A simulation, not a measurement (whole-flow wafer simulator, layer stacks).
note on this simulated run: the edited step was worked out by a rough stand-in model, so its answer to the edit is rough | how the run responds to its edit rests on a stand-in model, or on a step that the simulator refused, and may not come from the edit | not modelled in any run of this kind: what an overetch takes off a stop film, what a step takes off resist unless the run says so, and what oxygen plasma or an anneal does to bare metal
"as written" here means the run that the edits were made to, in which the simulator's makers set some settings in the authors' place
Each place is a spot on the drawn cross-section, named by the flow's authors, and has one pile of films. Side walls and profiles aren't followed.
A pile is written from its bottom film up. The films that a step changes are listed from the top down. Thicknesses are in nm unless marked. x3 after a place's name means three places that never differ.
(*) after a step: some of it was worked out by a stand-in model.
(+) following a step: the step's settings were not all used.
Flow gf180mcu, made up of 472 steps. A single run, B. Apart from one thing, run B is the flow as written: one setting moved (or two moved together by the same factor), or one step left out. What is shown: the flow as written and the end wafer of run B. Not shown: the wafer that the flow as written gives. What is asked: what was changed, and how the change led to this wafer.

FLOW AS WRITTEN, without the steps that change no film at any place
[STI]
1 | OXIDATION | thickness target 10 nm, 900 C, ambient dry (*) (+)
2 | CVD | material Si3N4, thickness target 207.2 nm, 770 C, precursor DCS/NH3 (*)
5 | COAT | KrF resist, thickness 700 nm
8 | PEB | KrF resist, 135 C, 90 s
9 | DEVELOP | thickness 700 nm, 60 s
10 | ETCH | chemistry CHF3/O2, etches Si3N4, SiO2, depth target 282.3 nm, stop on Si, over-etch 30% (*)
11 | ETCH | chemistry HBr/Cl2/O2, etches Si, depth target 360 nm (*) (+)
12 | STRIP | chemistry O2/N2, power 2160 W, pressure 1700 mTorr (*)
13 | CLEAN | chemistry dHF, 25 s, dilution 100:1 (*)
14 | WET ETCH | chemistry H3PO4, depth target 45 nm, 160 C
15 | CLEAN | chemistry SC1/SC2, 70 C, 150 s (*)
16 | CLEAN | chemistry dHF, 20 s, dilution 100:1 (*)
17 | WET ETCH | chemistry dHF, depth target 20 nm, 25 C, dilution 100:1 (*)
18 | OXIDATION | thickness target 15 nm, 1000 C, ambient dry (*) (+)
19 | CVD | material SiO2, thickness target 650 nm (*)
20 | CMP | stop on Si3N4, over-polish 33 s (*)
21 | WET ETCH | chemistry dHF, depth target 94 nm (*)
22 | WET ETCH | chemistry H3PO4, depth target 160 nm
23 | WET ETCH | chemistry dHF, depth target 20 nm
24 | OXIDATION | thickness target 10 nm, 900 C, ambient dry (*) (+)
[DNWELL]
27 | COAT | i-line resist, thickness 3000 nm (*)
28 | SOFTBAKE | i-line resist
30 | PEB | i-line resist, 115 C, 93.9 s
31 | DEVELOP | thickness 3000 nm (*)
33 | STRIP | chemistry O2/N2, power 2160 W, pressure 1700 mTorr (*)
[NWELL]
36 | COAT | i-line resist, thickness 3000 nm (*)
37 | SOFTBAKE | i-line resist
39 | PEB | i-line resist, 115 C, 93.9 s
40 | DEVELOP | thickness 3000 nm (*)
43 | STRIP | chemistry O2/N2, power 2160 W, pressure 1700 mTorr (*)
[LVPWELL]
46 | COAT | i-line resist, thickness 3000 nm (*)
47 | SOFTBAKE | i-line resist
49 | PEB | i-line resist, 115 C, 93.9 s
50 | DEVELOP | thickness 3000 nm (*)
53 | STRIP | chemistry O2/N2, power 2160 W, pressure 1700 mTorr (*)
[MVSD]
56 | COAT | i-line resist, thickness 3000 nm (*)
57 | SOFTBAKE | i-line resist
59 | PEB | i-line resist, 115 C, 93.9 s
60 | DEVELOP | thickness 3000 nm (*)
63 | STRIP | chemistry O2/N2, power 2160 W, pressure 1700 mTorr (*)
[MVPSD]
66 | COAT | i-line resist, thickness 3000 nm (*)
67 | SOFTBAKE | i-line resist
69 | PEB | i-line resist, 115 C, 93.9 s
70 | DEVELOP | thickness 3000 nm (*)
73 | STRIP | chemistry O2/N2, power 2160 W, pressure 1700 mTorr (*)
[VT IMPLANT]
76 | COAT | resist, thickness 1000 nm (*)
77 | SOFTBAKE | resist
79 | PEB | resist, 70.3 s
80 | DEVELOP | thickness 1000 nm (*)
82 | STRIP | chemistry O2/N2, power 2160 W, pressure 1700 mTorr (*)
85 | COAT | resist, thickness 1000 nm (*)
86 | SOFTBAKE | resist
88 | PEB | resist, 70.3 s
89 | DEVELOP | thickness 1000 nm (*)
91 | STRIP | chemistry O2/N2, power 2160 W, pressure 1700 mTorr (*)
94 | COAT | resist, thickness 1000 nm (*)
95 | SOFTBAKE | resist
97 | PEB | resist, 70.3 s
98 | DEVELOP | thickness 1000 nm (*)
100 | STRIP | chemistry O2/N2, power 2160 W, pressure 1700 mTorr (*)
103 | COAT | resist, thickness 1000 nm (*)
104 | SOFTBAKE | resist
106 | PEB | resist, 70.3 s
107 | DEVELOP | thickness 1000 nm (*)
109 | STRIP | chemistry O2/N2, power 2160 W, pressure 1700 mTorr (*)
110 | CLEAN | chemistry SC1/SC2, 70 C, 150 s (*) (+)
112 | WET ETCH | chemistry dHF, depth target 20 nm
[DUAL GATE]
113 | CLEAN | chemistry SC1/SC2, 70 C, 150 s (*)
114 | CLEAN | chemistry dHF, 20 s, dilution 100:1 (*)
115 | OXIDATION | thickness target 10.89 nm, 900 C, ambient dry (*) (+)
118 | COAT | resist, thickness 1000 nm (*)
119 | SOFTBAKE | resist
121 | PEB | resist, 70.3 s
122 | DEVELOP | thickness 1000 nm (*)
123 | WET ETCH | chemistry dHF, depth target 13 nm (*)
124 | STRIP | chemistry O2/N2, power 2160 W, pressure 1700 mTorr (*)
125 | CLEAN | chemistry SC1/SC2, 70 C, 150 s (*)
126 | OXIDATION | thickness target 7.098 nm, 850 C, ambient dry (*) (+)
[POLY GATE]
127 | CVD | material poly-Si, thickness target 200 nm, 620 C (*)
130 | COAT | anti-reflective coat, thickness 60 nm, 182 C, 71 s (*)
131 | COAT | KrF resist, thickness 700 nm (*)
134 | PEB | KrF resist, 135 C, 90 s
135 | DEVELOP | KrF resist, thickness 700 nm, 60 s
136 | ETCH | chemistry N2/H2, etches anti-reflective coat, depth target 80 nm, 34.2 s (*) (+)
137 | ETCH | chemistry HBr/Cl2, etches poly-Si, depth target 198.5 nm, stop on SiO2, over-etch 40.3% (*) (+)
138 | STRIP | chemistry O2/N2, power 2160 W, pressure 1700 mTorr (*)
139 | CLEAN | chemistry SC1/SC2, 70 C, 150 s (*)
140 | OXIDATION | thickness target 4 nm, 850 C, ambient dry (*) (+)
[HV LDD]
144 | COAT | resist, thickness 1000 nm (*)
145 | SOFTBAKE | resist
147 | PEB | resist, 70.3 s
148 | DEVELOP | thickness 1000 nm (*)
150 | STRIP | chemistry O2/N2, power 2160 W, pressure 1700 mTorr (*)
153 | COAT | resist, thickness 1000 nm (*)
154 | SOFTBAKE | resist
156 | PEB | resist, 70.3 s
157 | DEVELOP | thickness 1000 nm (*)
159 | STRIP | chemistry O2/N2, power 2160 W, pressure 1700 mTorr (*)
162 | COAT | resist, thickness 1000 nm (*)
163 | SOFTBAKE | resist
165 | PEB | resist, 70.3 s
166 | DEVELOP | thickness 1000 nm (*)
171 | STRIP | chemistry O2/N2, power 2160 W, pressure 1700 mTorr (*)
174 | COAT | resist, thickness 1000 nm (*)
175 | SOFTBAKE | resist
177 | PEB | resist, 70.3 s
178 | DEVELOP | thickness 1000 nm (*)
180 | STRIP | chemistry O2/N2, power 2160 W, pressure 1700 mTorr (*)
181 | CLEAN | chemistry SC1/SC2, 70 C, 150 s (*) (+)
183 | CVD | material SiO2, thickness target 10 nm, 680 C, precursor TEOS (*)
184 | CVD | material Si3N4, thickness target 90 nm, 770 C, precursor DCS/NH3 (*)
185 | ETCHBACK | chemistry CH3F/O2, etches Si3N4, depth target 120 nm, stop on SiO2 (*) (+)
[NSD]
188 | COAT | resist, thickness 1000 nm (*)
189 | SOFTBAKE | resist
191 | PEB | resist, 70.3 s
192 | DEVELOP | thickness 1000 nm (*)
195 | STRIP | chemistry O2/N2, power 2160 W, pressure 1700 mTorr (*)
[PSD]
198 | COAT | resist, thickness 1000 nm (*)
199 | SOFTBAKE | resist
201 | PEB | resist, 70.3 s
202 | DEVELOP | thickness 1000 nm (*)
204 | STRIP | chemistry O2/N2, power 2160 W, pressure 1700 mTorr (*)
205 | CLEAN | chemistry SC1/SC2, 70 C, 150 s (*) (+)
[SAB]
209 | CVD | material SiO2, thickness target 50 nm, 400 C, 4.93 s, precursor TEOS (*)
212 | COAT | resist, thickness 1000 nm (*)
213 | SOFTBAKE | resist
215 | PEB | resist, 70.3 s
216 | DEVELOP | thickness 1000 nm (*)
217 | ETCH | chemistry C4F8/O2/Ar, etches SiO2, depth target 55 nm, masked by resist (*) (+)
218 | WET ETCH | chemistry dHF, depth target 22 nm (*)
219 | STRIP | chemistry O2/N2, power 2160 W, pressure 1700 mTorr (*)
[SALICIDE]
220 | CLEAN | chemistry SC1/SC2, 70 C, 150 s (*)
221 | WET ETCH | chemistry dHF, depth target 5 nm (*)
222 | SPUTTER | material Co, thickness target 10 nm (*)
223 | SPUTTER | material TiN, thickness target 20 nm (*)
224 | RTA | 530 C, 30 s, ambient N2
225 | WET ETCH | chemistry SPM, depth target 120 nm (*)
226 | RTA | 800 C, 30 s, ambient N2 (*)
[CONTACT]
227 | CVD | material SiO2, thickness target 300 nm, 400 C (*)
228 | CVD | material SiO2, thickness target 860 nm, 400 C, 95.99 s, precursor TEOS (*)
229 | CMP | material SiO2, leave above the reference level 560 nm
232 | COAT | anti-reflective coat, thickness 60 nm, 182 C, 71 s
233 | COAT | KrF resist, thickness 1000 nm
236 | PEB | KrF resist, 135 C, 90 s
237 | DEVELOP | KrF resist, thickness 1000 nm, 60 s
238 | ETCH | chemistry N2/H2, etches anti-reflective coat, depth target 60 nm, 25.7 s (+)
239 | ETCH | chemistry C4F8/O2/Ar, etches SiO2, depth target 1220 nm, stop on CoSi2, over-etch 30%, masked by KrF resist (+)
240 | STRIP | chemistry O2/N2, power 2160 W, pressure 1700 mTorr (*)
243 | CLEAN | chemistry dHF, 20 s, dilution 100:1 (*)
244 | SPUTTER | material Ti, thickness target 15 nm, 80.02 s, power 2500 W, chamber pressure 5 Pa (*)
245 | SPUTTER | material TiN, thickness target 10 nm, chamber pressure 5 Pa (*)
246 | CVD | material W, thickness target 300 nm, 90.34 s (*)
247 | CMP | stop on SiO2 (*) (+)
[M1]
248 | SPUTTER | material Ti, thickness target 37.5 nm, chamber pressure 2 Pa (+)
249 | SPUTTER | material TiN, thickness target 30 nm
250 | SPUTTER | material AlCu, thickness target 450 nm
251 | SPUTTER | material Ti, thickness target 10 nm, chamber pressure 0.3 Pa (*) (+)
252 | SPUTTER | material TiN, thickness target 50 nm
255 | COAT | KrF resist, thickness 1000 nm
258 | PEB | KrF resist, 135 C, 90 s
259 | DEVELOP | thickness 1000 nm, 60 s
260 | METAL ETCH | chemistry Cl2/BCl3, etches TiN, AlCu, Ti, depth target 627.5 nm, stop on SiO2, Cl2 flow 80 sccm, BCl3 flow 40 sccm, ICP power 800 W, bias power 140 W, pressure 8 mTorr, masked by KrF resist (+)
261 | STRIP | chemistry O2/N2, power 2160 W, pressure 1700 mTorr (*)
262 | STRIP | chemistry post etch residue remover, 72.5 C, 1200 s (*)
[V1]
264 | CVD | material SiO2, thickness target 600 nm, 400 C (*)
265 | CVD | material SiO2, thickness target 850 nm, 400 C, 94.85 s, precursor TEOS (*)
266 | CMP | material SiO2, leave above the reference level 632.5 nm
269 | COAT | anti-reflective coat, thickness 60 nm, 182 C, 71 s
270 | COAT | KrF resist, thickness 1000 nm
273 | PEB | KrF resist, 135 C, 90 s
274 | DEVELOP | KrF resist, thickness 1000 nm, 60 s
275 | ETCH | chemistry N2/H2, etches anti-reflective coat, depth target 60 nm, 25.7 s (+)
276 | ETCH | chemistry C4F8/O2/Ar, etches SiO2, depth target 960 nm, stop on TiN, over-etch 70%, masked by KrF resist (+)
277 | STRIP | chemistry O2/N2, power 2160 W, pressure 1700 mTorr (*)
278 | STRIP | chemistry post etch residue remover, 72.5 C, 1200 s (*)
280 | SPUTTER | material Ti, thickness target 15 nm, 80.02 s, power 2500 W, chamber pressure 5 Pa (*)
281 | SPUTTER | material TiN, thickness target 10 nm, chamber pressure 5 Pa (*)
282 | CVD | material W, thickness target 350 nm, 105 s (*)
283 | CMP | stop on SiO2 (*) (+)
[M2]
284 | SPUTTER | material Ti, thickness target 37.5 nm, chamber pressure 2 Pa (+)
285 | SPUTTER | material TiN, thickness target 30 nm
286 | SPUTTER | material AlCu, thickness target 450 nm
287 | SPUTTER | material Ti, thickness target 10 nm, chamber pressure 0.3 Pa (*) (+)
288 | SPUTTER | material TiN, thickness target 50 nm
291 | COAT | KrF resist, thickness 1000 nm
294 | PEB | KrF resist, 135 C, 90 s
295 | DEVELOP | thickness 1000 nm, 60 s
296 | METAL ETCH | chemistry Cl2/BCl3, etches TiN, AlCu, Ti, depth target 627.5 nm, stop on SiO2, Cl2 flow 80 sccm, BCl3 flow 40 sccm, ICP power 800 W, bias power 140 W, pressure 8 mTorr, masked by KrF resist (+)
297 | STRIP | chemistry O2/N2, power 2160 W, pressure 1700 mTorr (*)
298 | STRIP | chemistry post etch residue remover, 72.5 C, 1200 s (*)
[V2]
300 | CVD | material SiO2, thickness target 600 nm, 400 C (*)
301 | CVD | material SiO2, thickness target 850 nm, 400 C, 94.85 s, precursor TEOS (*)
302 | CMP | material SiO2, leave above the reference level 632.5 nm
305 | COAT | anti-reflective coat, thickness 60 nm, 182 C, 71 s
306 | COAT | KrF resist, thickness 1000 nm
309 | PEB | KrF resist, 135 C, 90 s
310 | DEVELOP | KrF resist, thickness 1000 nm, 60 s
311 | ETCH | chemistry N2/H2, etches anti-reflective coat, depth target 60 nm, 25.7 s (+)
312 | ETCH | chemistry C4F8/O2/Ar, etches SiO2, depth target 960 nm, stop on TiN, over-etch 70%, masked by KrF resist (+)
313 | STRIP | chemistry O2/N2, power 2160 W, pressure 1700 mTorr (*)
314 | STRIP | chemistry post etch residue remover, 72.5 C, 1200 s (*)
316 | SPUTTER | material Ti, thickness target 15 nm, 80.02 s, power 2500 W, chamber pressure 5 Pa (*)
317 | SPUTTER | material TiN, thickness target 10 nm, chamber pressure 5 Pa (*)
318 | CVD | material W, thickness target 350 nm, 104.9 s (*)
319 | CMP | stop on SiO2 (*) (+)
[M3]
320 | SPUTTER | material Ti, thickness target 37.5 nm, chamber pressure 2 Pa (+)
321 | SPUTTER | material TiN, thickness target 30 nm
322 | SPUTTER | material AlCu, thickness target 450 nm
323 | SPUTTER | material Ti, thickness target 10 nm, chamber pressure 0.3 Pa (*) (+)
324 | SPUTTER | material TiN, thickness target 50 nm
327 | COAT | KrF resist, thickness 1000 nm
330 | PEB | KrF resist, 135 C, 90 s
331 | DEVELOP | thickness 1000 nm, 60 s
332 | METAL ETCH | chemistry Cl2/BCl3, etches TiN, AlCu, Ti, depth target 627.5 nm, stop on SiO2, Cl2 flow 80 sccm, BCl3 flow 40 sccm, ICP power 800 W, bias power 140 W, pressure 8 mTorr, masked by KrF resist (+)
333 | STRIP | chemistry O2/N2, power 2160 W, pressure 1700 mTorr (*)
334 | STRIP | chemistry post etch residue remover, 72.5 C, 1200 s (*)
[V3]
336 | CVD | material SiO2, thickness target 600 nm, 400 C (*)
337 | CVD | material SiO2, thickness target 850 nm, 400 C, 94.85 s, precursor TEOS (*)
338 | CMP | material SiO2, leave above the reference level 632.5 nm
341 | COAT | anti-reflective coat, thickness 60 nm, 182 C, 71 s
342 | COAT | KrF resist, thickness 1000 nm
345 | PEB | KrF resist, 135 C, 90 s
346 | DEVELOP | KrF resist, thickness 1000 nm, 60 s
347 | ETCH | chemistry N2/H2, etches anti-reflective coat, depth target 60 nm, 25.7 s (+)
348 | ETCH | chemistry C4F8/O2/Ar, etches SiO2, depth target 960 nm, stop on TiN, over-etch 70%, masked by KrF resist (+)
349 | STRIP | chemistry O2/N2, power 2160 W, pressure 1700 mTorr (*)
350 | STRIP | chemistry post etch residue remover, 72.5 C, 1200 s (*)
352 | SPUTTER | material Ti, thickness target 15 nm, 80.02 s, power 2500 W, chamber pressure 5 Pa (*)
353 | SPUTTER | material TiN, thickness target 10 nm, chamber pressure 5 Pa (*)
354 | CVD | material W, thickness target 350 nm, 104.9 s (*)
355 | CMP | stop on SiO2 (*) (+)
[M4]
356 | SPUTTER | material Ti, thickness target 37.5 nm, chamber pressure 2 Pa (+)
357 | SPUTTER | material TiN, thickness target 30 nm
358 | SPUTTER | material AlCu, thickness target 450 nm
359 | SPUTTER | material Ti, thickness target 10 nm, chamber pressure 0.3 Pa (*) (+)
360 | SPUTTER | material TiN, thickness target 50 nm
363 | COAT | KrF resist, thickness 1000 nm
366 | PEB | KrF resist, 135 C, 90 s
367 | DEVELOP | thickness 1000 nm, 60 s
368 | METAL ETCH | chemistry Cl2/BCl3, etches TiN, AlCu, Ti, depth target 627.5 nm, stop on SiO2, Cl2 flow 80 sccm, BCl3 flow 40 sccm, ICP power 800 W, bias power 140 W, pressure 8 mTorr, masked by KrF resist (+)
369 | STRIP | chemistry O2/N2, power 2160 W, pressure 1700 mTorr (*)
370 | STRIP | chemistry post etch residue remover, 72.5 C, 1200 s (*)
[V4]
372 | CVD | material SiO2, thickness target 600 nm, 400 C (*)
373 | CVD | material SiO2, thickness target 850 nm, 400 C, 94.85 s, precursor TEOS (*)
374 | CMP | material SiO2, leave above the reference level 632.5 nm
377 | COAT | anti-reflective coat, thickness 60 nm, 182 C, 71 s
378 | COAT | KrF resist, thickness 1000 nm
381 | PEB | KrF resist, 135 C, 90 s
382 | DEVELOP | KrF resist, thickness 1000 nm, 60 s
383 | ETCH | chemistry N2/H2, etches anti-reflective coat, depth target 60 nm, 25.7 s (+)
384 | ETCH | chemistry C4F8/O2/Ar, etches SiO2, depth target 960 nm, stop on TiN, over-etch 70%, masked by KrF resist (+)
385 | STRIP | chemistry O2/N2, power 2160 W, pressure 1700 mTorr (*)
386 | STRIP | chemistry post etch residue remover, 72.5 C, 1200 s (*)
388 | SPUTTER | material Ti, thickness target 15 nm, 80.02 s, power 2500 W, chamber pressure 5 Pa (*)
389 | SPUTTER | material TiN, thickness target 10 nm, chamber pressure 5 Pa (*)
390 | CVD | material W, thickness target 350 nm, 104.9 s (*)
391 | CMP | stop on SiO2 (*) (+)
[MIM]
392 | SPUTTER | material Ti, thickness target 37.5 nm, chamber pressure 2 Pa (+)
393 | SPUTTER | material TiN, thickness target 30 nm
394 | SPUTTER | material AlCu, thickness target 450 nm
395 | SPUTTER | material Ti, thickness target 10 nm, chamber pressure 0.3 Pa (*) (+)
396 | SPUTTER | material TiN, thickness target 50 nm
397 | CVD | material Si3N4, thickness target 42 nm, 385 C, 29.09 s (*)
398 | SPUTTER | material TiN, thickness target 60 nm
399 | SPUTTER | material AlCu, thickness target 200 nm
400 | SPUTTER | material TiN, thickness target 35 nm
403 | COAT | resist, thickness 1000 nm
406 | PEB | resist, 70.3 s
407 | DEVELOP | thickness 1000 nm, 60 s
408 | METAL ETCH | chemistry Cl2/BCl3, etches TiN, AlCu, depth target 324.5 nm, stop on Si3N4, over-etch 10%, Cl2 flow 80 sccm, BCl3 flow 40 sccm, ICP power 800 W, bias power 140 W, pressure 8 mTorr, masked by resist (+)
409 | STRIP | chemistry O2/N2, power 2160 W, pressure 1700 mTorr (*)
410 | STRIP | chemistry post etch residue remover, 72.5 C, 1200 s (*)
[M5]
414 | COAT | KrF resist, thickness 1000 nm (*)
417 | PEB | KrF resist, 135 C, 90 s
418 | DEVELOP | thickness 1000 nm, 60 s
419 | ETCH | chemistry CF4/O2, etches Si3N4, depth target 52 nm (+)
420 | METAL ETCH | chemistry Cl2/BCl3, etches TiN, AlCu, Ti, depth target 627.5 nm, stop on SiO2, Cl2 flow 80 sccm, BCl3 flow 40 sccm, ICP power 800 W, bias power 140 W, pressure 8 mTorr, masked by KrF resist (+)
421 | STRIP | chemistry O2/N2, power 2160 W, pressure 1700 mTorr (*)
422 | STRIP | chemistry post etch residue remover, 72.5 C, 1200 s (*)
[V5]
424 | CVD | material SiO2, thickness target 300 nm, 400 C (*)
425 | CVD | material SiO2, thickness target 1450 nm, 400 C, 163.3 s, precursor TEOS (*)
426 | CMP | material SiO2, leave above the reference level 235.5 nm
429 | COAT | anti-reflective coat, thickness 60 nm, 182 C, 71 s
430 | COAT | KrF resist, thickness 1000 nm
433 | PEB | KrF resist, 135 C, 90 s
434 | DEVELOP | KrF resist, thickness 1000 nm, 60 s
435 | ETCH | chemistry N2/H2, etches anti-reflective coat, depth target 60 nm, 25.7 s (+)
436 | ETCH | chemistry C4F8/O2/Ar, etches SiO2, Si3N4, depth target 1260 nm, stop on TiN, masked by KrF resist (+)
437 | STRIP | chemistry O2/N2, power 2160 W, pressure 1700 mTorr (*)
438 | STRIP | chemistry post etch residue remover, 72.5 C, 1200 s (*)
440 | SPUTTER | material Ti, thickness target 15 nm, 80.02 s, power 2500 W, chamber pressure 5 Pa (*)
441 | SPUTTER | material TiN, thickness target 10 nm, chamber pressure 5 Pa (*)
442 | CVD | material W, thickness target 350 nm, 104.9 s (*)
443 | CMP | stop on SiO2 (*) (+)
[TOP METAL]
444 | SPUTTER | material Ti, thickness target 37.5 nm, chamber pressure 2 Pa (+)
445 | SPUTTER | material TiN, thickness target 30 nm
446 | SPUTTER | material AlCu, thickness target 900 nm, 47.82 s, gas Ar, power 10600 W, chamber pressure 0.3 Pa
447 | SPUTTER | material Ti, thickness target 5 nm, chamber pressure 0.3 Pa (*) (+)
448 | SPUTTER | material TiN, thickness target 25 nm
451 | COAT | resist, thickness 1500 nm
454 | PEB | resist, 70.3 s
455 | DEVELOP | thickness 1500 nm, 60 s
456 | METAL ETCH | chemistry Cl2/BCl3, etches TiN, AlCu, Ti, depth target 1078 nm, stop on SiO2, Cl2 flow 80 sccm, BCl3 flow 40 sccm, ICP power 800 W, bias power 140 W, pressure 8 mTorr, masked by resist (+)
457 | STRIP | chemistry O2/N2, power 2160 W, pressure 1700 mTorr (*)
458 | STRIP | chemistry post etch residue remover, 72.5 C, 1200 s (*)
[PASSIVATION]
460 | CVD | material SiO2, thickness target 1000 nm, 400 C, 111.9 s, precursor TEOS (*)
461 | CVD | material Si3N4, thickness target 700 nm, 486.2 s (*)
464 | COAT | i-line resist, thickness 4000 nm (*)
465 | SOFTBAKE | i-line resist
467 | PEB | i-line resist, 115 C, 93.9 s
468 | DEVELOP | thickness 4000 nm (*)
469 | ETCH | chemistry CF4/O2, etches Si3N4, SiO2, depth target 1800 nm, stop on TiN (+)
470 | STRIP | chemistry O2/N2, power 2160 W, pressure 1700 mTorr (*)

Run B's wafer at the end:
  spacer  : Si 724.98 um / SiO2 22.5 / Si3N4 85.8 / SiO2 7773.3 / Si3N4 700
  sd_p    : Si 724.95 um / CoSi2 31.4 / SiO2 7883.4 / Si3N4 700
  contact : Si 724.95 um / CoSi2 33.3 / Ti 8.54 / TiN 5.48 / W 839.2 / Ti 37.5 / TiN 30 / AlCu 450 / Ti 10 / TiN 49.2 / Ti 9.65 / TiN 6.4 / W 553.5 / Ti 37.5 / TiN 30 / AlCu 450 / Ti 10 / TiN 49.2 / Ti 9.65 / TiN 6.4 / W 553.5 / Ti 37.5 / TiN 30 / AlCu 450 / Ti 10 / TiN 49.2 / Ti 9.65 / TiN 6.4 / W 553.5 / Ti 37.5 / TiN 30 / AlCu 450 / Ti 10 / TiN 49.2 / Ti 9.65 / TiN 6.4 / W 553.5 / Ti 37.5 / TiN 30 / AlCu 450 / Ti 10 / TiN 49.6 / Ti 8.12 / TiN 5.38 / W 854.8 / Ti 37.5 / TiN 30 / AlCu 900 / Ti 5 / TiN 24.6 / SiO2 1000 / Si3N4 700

Cause: step 183, CVD: thickness target 15.3 nm was run, though the flow has thickness target 10 nm.

Step by step, how the change led to this:
  183 | CVD | material SiO2, thickness target 10 nm, 680 C, precursor TEOS (*)
      field, field__w1, field__w2 and 99 more: +15.3 SiO2 (it would be, as written: +10 SiO2)
      ld_drift_p: +15.1 SiO2 (it would be, as written: +9.87 SiO2)
      (and at 1 other place as well)
  189 | SOFTBAKE | resist
      field__w9: -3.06 resist (it would be, as written: +6.92 resist)
      field_sub__w1: +9.76 resist (it would be, as written: +7.47 resist)
  199 | SOFTBAKE | resist
      field__w9: -3.06 resist (it would be, as written: +6.92 resist)
      field_sub__w1: +9.76 resist (it would be, as written: +7.47 resist)
  218 | WET ETCH | chemistry dHF, depth target 22 nm (*)
      gate, gate_hv, gate_p and 23 more: -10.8 SiO2 (all of it) (it would be, as written: -5.48 SiO2 (all of it))
      field, field__w10, sti and 14 more: -25.3 SiO2 (it would be, as written: -24.5 SiO2)
      (and at 55 other places as well)
  229 | CMP | material SiO2, leave above the reference level 560 nm
      field__w2: -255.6 SiO2 (it would be, as written: -250 SiO2)
      field__w3: -237.8 SiO2 (it would be, as written: -232.3 SiO2)
      (and at 3 other places as well)
